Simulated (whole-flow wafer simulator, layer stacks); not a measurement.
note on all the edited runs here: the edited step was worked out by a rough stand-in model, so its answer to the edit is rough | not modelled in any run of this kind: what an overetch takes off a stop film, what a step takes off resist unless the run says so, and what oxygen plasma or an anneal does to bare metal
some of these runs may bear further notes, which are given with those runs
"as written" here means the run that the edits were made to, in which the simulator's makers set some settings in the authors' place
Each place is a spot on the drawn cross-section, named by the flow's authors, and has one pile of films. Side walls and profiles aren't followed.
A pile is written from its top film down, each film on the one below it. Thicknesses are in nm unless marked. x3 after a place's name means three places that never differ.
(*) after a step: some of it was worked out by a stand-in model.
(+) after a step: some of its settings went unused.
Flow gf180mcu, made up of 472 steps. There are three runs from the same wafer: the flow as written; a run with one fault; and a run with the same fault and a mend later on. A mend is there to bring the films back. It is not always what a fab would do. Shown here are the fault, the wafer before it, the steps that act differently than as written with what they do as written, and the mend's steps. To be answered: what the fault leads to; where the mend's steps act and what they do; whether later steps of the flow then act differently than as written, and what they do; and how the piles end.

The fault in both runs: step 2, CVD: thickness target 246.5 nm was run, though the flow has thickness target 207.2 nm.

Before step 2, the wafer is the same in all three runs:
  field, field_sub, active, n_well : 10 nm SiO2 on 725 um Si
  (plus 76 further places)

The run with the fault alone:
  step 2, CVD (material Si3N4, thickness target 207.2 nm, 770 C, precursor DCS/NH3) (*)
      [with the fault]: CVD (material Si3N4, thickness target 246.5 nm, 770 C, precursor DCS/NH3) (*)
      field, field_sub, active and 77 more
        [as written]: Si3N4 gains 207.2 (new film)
        [with the fault]: Si3N4 gains 246.5 (new film)
  Steps further on in the flow that do not act as written (87 other steps are not shown; they differ only slightly, by no more than 2% or 0.5 nm, whichever is larger):
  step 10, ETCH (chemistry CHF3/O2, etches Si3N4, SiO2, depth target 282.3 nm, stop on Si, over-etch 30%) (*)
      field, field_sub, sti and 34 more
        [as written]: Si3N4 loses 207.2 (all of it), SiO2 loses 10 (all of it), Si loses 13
        [with the fault]: Si3N4 loses 246.5 (all of it), SiO2 loses 10 (all of it), Si loses 5.16
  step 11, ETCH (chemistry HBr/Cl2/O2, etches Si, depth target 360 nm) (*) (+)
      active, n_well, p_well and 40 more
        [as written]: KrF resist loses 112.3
        [with the fault]: KrF resist loses 114.9
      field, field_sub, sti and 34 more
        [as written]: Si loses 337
        [with the fault]: Si loses 344.8
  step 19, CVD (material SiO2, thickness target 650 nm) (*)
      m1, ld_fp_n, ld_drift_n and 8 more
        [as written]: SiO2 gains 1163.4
        [with the fault]: SiO2 gains 1202.7
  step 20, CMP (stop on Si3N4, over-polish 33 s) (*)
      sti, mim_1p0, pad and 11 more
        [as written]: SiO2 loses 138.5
        [with the fault]: SiO2 loses 99.1
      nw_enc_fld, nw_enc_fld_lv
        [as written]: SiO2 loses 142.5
        [with the fault]: SiO2 loses 103.1
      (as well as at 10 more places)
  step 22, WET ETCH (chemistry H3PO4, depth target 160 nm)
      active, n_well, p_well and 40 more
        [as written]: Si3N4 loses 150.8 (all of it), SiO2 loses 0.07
        [with the fault]: Si3N4 loses 160.1
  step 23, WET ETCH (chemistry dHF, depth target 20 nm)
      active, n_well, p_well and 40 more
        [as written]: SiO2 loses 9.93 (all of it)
        [with the fault]: Si3N4 loses 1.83
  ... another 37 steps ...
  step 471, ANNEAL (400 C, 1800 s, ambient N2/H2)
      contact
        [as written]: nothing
        [with the fault]: under 49 films: void gains 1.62 (new film), Ti loses 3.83, TiSi first gains 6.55 (new film), Si loses 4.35
  By the end, the piles at field__w8, active, n_well and 56 more depart from the flow's by more than 2% or 0.5 nm, whichever is larger.
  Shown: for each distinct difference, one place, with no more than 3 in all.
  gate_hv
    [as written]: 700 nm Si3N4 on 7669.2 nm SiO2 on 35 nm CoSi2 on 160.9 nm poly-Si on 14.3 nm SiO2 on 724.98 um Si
    [with the fault]: 700 nm Si3N4 on 7682.3 nm SiO2 on 35 nm CoSi2 on 160.9 nm poly-Si on 25.2 nm Si3N4 on 10 nm SiO2 on 725 um Si
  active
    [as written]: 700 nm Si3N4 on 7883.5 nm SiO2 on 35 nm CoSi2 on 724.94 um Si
    [with the fault]: 700 nm Si3N4 on 7883.4 nm SiO2 on 20 nm Si3N4 on 10 nm SiO2 on 725 um Si
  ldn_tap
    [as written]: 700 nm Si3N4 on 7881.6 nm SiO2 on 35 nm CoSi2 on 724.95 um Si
    [with the fault]: 700 nm Si3N4 on 7881.9 nm SiO2 on 21.4 nm Si3N4 on 10 nm SiO2 on 725 um Si

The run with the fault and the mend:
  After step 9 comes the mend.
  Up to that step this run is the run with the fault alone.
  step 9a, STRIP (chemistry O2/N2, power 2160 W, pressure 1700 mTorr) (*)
      active, n_well, p_well and 40 more
        KrF resist loses 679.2 (all of it)
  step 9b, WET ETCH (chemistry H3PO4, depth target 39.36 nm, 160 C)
      field, field_sub, active and 77 more
        Si3N4 loses 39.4
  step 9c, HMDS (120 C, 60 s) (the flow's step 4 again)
      alters no film at any place that is followed
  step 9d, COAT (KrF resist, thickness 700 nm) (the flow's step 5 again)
      field, field_sub, active and 77 more
        KrF resist gains 700 (new film)
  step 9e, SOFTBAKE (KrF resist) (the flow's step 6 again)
      alters no film at any place that is followed
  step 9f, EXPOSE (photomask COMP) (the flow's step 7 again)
      alters no film at any place that is followed
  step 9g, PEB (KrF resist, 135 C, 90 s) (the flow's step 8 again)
      field, field_sub, active and 77 more
        KrF resist loses 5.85
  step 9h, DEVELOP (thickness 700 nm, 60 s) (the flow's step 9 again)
      active, n_well, p_well and 40 more
        KrF resist loses 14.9
      field, field_sub, sti and 34 more
        KrF resist loses 694.2 (all of it)
  Later steps of the flow that are run all act as written at every place that is followed, up to a difference of at most 2% or 0.5 nm, whichever is larger.
  By the end, the piles equal the flow's at every place that both follow.
